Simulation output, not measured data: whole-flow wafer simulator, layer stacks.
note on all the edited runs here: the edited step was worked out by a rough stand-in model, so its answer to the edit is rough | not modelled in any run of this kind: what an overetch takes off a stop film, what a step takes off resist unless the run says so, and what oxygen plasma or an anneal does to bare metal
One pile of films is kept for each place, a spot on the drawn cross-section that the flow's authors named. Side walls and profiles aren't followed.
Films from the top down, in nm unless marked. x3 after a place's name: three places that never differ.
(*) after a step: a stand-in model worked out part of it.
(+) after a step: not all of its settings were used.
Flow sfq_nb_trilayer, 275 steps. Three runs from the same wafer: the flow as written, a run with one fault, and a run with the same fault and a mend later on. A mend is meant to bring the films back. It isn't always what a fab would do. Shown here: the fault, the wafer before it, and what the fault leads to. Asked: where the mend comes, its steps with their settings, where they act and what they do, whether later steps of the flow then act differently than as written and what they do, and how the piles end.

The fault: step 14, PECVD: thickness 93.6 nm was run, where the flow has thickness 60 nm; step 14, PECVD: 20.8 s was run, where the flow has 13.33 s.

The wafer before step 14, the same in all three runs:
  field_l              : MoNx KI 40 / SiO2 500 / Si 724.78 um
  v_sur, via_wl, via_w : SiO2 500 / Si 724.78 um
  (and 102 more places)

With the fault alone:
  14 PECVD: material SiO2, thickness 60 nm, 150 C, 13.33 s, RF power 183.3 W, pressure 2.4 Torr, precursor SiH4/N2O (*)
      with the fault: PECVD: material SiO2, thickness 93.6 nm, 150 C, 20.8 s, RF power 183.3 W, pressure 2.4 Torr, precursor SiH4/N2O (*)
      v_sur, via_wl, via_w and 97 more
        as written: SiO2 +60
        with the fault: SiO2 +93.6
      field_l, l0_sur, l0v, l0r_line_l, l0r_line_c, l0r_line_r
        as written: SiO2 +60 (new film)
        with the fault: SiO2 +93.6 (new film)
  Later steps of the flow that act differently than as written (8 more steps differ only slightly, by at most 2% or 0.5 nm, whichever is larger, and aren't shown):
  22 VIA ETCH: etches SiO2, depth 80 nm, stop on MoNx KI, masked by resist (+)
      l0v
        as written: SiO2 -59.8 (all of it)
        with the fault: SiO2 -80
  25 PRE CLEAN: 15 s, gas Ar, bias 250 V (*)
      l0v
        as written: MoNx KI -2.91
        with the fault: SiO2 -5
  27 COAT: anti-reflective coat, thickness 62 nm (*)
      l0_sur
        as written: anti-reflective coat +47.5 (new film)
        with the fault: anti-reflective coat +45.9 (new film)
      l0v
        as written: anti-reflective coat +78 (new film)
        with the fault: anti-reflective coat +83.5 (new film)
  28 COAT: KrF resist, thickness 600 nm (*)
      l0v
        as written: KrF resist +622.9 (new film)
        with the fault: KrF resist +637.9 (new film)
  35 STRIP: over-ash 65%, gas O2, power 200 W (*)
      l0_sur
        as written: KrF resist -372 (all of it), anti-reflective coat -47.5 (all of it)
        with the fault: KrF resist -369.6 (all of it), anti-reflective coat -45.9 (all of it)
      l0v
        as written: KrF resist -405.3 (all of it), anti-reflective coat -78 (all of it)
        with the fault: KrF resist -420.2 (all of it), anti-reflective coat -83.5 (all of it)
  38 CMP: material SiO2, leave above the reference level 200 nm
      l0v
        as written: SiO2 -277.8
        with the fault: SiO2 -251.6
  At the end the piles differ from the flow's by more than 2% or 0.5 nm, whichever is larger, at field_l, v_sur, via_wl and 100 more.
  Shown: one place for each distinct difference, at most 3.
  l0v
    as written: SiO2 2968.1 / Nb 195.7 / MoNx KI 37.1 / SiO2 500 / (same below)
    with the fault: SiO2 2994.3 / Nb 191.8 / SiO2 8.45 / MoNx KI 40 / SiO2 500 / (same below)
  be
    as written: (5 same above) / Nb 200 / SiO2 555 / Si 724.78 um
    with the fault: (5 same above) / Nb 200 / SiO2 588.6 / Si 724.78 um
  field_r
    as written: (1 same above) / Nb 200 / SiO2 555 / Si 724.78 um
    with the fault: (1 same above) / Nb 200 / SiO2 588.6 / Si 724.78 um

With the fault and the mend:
  The mend comes after step 20.
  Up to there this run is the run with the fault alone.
  20a STRIP: over-ash 65%, gas O2, power 200 W (*)
      p4_fl x3, p4_w1 x9, p4_g1 x2 and 59 more
        KrF resist -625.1 (all of it), anti-reflective coat -62 (all of it)
      ce_l, c5j, ce_r, sp_r, be_r, r_sur
        KrF resist -632 (all of it), anti-reflective coat -63.7 (all of it)
      gap, jj_sur, res
        KrF resist -632.1 (all of it), anti-reflective coat -63.7 (all of it)
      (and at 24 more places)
  20b VIA ETCH: etches SiO2, depth 33.6 nm
      field_l, v_sur, via_wl and 103 more
        SiO2 -33.6
  20c COAT: anti-reflective coat, thickness 62 nm (*) (the flow's step 15 once more)
      p4_fl x3, p4_w1 x9, p4_g1 x2 and 59 more
        anti-reflective coat +62 (new film)
      be_sur, gap, jj_sur and 8 more
        anti-reflective coat +63.7 (new film)
      wire, be, moat, field_r
        anti-reflective coat +63.8 (new film)
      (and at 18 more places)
  20d COAT: KrF resist, thickness 650 nm (*) (the flow's step 16 once more)
      p4_fl x3, p4_w1 x9, p4_g1 x2 and 59 more
        KrF resist +650 (new film)
      ce_l, c5j, ce_r, sp_r, be_r
        KrF resist +656.9 (new film)
      gap, jj_sur, r_sur, res
        KrF resist +657 (new film)
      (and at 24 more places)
  20e SOFTBAKE: KrF resist (the flow's step 17 once more)
      changes no film at any place that is followed
  20f EXPOSE: photomask L0V, dose 12.41 mJ/cm2, NA 0.6, wavelength 248 nm (*) (the flow's step 18 once more)
      changes no film at any place that is followed
  20g PEB: KrF resist, 90 s (the flow's step 19 once more)
      p4_fl x3, p4_w1 x9, p4_g1 x2 and 59 more
        KrF resist -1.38
      via_v, wire, be and 15 more
        KrF resist -1.39
      v_sur, via_w, via_wr, via_sp, lsp_m, ln_m6, lsp_r
        KrF resist -1.4
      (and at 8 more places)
  20h DEVELOP: KrF resist, thickness 650 nm, 60 s (the flow's step 20 once more)
      field_l, v_sur, via_wl and 102 more
        KrF resist -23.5
      l0v
        KrF resist -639 (all of it)
  No later step of the flow acts differently than as written, at any place that is followed, by more than 2% or 0.5 nm, whichever is larger.
  At the end the piles are the same as the flow's at every place that both follow.
